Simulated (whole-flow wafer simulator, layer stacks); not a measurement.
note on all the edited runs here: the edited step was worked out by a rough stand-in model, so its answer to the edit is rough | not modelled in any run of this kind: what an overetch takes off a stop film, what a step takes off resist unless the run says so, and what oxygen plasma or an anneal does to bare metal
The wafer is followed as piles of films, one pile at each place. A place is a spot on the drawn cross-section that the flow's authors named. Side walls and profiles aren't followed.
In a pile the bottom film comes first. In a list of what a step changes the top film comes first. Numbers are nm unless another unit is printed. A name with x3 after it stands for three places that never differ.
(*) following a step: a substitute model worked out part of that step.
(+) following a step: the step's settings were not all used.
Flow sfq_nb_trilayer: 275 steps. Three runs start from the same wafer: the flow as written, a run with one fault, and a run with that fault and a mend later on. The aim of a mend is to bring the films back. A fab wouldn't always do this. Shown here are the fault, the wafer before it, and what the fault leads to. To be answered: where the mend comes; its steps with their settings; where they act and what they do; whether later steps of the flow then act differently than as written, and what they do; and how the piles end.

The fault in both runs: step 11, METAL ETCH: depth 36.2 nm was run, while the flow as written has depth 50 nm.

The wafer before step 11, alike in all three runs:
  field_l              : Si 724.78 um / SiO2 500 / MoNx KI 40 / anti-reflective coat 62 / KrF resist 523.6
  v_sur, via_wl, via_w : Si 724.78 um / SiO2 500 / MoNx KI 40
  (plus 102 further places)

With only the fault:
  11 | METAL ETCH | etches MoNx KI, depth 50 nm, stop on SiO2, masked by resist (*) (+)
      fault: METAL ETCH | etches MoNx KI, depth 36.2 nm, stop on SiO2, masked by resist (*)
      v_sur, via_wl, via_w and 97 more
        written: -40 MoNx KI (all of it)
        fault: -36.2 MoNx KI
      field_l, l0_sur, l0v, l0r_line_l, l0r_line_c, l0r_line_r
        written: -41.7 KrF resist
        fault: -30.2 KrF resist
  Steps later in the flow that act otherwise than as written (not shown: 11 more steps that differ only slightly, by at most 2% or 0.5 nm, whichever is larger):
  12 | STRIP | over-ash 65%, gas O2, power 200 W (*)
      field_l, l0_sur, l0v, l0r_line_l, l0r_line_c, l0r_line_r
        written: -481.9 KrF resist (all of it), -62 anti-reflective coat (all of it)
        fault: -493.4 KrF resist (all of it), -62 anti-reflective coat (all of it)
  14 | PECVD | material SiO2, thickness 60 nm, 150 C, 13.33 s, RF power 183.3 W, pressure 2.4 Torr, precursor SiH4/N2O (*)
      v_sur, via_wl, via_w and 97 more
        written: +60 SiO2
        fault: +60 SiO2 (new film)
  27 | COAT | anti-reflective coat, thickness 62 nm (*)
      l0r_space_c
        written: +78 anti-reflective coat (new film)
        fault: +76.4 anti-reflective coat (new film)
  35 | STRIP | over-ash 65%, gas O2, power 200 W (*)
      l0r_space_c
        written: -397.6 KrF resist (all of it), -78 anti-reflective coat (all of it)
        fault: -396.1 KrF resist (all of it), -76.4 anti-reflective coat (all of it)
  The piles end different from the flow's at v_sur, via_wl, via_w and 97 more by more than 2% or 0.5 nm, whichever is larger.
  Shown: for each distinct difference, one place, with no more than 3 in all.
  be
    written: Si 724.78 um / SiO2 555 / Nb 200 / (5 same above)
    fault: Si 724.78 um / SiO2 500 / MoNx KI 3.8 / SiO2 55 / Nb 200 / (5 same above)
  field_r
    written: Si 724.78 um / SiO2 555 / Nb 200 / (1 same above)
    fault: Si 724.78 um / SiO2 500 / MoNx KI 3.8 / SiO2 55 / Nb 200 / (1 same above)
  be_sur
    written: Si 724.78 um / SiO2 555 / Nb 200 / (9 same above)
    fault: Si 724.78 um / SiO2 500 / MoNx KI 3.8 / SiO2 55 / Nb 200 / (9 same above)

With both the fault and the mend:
  The mend follows step 11.
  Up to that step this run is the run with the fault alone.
  11a | METAL ETCH | etches MoNx KI, depth 13.8 nm, stop on SiO2, masked by resist (+) (a further turn of the flow's step 11, with different settings)
      v_sur, via_wl, via_w and 97 more
        -3.8 MoNx KI (all of it)
      field_l, l0_sur, l0v, l0r_line_l, l0r_line_c, l0r_line_r
        -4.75 KrF resist
  Later steps of the flow that are run all act as written at every place that is followed, up to a difference of at most 2% or 0.5 nm, whichever is larger.
  By the end, the piles equal the flow's at every place that both follow.
